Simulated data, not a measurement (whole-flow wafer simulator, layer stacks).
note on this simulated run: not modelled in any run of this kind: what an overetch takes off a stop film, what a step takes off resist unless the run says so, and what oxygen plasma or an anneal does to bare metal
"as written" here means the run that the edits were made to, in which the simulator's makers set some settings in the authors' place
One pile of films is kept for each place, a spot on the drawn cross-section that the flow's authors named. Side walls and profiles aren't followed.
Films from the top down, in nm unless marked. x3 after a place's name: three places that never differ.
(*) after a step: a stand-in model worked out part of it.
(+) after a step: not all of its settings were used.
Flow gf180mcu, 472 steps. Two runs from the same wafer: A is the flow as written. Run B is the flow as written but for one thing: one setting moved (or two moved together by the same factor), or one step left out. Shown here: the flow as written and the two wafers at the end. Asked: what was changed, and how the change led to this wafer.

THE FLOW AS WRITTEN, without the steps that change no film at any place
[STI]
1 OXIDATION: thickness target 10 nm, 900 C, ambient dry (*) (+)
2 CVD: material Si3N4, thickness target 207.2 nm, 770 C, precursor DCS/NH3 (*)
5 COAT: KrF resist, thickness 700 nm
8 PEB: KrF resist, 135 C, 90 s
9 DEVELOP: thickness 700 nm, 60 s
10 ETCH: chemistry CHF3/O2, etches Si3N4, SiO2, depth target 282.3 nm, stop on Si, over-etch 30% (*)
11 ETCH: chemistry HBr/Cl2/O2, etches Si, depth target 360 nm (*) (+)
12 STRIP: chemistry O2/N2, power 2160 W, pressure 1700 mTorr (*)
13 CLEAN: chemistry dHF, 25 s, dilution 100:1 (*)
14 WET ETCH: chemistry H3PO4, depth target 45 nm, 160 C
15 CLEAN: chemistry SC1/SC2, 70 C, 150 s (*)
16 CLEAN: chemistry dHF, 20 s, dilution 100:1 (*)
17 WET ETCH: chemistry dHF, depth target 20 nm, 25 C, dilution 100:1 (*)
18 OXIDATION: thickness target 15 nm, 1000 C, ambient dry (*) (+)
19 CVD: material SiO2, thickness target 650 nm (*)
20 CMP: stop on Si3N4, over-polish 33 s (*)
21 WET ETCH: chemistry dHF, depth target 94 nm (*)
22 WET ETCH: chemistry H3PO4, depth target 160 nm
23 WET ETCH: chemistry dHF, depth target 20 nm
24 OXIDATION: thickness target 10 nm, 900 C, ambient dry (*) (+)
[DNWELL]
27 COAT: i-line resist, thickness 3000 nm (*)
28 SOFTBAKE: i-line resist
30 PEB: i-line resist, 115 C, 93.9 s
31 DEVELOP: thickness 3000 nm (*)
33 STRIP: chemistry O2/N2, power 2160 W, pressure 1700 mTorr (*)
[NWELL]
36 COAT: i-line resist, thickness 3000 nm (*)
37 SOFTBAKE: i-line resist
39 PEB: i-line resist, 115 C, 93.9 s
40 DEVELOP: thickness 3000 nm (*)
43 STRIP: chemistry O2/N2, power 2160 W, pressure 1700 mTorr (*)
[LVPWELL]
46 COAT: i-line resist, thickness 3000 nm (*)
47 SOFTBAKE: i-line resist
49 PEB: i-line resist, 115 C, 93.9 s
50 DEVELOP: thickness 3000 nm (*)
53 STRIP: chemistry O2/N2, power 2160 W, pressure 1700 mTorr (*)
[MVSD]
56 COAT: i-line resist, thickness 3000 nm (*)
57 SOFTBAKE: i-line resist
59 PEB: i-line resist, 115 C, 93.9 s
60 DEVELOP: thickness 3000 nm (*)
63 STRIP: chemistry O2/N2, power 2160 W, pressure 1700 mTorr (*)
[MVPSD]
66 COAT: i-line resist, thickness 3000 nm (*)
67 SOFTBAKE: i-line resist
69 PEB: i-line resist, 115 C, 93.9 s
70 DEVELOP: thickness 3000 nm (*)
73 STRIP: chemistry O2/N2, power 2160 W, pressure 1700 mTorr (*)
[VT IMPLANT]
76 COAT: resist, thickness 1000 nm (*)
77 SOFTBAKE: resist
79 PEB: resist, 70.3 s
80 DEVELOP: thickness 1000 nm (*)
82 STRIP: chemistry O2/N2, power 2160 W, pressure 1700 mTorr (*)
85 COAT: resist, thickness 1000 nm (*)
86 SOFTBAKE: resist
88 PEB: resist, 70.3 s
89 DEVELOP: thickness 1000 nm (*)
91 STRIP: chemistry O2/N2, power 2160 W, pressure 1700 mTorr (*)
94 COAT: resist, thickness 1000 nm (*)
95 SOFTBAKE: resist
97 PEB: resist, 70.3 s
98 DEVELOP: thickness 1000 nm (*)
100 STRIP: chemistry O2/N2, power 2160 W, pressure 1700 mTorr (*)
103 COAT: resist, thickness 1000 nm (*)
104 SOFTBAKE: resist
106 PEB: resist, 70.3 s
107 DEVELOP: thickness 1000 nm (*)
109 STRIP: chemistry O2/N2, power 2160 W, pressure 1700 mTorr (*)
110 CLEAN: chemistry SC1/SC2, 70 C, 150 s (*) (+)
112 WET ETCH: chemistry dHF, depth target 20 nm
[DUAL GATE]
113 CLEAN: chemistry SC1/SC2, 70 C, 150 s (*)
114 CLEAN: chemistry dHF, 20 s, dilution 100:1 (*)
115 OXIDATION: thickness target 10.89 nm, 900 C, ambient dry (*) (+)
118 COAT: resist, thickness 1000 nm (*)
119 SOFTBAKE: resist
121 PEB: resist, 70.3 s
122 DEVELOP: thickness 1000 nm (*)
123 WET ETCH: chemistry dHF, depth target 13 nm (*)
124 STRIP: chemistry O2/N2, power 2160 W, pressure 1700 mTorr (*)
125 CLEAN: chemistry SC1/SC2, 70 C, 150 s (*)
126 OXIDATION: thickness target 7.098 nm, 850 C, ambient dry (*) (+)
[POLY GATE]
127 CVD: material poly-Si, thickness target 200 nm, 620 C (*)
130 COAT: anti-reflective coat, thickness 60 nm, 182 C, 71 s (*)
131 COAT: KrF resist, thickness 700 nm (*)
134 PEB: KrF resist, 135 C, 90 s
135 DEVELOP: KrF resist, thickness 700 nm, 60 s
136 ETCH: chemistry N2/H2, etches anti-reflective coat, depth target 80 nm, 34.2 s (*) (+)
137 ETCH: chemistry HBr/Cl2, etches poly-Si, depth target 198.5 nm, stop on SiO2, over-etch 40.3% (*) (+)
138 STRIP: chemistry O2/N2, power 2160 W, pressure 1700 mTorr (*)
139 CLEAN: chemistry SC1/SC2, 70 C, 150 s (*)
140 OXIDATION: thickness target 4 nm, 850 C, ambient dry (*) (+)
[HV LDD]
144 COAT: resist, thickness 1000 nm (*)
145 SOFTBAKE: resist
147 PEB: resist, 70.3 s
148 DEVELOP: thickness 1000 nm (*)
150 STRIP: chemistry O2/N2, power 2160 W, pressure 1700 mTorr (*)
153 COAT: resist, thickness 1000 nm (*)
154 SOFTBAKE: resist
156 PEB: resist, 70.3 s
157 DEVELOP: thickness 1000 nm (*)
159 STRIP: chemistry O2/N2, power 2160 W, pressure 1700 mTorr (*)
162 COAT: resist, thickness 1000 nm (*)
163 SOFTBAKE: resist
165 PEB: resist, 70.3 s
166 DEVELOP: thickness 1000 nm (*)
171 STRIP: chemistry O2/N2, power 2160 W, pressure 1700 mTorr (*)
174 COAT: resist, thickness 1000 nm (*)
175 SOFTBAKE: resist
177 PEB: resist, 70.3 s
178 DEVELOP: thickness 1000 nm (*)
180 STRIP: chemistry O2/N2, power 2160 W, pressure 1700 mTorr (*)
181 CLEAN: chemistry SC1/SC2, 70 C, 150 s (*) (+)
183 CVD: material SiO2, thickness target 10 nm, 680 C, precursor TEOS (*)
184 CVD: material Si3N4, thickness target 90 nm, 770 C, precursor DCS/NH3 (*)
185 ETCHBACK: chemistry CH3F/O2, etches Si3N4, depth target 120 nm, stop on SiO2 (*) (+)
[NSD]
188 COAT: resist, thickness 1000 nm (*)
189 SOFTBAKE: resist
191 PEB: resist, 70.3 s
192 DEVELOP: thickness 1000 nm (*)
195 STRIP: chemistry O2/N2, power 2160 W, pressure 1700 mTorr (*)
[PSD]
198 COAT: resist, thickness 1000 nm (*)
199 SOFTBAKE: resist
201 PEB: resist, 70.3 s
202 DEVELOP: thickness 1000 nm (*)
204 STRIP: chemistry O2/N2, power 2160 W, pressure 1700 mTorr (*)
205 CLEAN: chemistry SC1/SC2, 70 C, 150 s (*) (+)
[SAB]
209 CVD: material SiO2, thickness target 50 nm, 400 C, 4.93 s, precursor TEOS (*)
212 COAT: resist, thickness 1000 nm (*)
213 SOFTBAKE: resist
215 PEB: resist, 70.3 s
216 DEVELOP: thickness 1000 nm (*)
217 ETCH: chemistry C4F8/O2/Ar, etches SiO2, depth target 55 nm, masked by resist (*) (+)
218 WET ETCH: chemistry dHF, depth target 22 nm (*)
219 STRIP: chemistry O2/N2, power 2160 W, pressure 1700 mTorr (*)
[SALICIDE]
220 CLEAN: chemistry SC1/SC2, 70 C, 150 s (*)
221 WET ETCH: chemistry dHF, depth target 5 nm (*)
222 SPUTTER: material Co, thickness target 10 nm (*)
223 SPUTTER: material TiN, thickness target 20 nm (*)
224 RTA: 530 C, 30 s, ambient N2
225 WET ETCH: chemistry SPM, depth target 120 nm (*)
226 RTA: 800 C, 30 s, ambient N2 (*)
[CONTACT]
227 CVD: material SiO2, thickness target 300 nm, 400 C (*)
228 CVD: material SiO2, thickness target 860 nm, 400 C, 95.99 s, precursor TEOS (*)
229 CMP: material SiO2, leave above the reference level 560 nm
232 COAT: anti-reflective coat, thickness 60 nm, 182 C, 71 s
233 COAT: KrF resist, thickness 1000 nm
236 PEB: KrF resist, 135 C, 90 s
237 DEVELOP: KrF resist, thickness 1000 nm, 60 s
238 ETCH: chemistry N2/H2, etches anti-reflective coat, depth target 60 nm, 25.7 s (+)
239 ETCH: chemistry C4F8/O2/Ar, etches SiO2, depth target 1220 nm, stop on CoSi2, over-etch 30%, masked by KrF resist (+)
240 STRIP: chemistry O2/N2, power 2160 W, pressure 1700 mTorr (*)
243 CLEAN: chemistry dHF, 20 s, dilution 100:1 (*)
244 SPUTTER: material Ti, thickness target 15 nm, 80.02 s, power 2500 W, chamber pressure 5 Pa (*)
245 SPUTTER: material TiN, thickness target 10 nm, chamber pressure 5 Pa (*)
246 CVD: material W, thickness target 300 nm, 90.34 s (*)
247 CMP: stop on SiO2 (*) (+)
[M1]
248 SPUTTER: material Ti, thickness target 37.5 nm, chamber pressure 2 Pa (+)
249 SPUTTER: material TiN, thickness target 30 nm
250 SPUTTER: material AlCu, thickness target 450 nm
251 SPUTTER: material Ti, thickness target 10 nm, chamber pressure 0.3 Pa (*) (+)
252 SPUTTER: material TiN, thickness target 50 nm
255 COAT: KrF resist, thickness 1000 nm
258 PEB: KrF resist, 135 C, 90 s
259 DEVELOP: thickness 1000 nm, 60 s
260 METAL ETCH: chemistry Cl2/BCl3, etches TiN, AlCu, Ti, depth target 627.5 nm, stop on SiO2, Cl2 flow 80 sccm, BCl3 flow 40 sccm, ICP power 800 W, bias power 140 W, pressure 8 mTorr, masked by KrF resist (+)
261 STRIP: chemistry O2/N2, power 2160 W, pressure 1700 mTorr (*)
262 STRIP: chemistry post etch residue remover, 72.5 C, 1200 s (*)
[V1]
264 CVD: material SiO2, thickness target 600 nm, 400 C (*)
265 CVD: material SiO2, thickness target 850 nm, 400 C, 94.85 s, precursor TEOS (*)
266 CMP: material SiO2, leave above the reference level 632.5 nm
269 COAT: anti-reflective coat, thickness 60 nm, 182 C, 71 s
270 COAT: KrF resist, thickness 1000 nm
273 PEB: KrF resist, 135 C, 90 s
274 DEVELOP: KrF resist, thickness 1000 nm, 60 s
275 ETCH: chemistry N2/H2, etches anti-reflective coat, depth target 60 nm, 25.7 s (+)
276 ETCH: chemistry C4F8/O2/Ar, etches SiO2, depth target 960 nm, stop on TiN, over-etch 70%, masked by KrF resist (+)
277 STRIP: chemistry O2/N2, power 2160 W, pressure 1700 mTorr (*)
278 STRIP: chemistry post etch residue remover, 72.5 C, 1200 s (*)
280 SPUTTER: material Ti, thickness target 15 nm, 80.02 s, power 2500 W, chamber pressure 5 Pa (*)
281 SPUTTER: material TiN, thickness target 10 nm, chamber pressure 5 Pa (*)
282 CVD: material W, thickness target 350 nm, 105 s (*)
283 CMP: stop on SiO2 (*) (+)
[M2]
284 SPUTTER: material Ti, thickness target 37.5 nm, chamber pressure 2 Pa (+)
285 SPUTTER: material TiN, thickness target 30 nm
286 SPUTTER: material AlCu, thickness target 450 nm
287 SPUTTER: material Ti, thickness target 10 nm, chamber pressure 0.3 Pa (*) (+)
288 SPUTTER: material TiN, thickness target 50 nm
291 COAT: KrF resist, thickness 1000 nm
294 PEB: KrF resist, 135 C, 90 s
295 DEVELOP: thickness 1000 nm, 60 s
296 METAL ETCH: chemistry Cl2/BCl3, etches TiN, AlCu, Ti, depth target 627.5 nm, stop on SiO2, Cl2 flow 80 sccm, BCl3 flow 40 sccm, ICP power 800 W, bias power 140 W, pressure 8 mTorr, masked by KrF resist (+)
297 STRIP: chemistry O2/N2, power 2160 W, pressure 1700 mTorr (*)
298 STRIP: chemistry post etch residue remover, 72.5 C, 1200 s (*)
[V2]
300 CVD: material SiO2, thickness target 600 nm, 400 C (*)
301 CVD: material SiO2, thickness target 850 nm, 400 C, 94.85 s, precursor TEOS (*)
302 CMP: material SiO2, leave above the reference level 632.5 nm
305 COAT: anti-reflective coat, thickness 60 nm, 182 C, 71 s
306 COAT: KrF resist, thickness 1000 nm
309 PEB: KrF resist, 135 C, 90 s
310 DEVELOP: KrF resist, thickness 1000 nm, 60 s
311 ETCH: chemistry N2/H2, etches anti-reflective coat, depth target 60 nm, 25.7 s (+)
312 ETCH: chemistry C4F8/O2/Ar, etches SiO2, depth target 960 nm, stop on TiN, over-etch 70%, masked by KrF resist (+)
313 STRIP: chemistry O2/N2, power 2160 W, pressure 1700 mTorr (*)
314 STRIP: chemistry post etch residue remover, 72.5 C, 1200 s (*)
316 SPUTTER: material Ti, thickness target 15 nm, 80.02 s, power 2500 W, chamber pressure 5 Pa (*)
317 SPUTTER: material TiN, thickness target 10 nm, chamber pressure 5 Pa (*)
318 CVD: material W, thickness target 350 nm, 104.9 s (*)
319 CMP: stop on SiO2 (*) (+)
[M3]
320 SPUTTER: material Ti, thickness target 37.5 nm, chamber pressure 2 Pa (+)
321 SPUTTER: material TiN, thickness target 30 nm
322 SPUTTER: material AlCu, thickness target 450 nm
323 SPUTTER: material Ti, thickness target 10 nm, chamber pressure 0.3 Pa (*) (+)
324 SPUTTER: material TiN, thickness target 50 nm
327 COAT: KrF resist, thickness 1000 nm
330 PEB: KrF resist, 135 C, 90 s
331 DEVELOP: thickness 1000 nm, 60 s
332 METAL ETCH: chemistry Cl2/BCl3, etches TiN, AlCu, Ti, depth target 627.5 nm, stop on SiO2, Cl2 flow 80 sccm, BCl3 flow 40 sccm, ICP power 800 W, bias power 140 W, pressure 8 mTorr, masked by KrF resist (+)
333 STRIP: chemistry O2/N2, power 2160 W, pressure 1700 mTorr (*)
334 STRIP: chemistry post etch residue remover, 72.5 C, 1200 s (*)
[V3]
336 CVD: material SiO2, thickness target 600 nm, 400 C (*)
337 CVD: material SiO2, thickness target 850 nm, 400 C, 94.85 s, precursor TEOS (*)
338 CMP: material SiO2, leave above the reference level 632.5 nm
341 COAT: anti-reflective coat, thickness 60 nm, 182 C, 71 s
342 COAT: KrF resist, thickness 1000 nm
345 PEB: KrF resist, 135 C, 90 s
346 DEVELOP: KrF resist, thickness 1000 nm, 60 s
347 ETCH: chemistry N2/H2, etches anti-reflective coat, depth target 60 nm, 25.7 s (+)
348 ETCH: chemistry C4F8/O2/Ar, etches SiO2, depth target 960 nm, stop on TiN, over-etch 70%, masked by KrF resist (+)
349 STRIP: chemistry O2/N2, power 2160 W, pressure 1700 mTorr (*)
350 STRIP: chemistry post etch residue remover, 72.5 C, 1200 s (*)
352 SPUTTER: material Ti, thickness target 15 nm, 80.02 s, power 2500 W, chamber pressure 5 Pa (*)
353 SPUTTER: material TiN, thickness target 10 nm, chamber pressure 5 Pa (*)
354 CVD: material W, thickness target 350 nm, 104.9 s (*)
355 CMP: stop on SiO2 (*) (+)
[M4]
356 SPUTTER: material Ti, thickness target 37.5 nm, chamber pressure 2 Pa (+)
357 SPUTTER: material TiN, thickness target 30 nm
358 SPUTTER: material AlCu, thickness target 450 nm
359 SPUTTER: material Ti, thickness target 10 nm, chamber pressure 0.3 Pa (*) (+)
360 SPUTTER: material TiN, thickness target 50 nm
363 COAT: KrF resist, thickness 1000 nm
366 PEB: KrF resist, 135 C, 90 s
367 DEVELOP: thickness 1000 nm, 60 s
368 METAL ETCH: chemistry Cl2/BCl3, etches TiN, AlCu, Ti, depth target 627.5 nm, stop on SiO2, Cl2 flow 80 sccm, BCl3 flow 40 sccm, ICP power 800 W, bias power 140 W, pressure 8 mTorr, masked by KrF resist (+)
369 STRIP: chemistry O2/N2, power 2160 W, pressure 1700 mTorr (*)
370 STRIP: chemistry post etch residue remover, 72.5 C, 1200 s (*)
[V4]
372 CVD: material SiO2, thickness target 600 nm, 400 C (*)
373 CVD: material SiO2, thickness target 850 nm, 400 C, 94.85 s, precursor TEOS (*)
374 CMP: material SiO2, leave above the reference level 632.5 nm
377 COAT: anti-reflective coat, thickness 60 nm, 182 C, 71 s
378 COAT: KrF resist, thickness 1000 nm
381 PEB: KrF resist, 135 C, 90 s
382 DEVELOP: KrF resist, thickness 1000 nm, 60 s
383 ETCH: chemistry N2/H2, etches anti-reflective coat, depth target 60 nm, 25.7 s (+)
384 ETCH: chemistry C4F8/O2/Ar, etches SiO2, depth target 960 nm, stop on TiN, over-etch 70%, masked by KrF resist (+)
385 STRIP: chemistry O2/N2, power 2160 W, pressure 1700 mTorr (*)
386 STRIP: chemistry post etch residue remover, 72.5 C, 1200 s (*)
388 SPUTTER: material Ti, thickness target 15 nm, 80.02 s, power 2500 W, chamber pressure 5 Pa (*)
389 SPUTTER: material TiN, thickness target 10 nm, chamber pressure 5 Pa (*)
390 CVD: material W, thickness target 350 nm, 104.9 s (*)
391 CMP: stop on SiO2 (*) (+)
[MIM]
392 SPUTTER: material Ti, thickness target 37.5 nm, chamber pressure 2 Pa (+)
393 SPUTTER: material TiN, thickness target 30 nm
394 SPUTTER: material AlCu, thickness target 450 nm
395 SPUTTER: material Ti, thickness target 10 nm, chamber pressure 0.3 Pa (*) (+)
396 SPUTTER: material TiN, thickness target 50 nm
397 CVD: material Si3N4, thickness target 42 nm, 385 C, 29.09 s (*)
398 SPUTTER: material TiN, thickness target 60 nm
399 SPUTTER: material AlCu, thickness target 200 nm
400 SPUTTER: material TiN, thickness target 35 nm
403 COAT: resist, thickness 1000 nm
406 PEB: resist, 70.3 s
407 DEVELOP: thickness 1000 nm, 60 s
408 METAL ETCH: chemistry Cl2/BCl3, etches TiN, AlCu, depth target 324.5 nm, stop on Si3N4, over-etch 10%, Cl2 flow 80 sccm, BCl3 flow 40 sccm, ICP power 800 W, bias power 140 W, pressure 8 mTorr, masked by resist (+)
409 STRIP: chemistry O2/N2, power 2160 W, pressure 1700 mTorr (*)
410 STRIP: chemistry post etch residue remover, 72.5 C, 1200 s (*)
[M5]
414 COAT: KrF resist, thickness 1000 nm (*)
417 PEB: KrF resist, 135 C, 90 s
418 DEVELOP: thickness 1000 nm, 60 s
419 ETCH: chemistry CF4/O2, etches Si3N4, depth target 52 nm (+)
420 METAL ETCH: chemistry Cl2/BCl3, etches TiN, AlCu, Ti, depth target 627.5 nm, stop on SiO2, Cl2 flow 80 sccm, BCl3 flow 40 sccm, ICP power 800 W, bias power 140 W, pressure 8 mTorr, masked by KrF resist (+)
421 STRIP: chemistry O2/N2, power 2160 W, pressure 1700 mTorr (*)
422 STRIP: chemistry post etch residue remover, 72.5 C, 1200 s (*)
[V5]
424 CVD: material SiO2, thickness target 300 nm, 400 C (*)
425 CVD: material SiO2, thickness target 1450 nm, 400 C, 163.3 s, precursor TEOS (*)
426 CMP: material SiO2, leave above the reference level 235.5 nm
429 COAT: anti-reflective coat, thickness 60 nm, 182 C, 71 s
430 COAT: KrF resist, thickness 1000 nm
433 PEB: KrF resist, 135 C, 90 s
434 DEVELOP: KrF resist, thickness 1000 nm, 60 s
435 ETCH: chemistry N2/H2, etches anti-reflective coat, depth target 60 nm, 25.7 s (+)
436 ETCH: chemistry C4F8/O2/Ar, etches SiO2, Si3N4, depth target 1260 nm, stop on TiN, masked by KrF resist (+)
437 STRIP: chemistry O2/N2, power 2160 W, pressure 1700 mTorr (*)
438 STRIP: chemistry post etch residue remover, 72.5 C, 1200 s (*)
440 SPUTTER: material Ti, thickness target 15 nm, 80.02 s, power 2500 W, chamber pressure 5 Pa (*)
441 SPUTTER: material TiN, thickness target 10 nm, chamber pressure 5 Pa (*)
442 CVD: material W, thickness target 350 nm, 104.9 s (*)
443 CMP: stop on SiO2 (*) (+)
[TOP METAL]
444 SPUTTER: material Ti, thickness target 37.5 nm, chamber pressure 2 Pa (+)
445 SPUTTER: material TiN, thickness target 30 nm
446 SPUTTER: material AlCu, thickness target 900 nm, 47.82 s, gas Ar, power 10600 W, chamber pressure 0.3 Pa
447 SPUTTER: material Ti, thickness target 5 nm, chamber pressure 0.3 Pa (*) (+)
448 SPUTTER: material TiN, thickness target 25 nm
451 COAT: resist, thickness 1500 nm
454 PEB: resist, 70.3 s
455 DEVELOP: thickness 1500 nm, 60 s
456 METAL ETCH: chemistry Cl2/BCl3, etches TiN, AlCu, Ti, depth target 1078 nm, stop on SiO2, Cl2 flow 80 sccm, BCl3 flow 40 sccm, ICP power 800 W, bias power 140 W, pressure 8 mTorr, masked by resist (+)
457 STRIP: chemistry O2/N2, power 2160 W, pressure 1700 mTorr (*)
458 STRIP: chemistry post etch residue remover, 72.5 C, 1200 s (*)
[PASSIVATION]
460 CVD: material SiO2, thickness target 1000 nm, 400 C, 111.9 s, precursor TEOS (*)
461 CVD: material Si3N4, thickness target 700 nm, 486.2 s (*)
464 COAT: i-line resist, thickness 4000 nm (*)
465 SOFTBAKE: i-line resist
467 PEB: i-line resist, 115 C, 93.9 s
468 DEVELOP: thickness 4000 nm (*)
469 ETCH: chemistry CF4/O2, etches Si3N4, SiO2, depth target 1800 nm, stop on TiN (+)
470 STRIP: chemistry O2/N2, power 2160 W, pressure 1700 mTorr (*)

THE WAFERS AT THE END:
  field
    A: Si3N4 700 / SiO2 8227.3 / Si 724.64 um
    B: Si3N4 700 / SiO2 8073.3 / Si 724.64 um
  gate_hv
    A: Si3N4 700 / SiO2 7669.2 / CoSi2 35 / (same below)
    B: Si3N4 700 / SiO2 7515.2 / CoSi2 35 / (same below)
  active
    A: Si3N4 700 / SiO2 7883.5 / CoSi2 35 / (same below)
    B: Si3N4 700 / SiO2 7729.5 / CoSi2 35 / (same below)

The cause: step 229, CMP: leave above the reference level 406 nm was run, where the flow has leave above the reference level 560 nm.

How the change led to this, step by step:
  229 CMP: material SiO2, leave above the reference level 560 nm
      gate_hv, gate_nat, ld_gate_n and 11 more: A SiO2 -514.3 | B SiO2 -668.3
      ldn_sep__w1, ldn_sep__w2, ldn_dft and 8 more: A SiO2 -311 | B SiO2 -465
      (and at 86 more places)
  239 ETCH: chemistry C4F8/O2/Ar, etches SiO2, depth target 1220 nm, stop on CoSi2, over-etch 30%, masked by KrF resist (+)
      field, field__w1, field__w2 and 105 more: A KrF resist -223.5 | B KrF resist -183.4
      polyc_n, polyc_p: A SiO2 -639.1 (all of it) | B SiO2 -485.1 (all of it)
      (and at 1 more place)
  240 STRIP: chemistry O2/N2, power 2160 W, pressure 1700 mTorr (*)
      field, field__w1, field__w2 and 105 more: A KrF resist -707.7 (all of it), anti-reflective coat -60 (all of it) | B KrF resist -747.8 (all of it), anti-reflective coat -60 (all of it)
  244 SPUTTER: material Ti, thickness target 15 nm, 80.02 s, power 2500 W, chamber pressure 5 Pa (*)
      contact: A Ti +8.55 (new film) | B Ti +9.36 (new film)
  245 SPUTTER: material TiN, thickness target 10 nm, chamber pressure 5 Pa (*)
      contact: A TiN +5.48 (new film) | B TiN +5.99 (new film)
  246 CVD: material W, thickness target 300 nm, 90.34 s (*)
      polyc_n, polyc_p: A W +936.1 (new film) | B W +782.1 (new film)
      contact: A W +1167.5 (new film) | B W +1012.2 (new film)
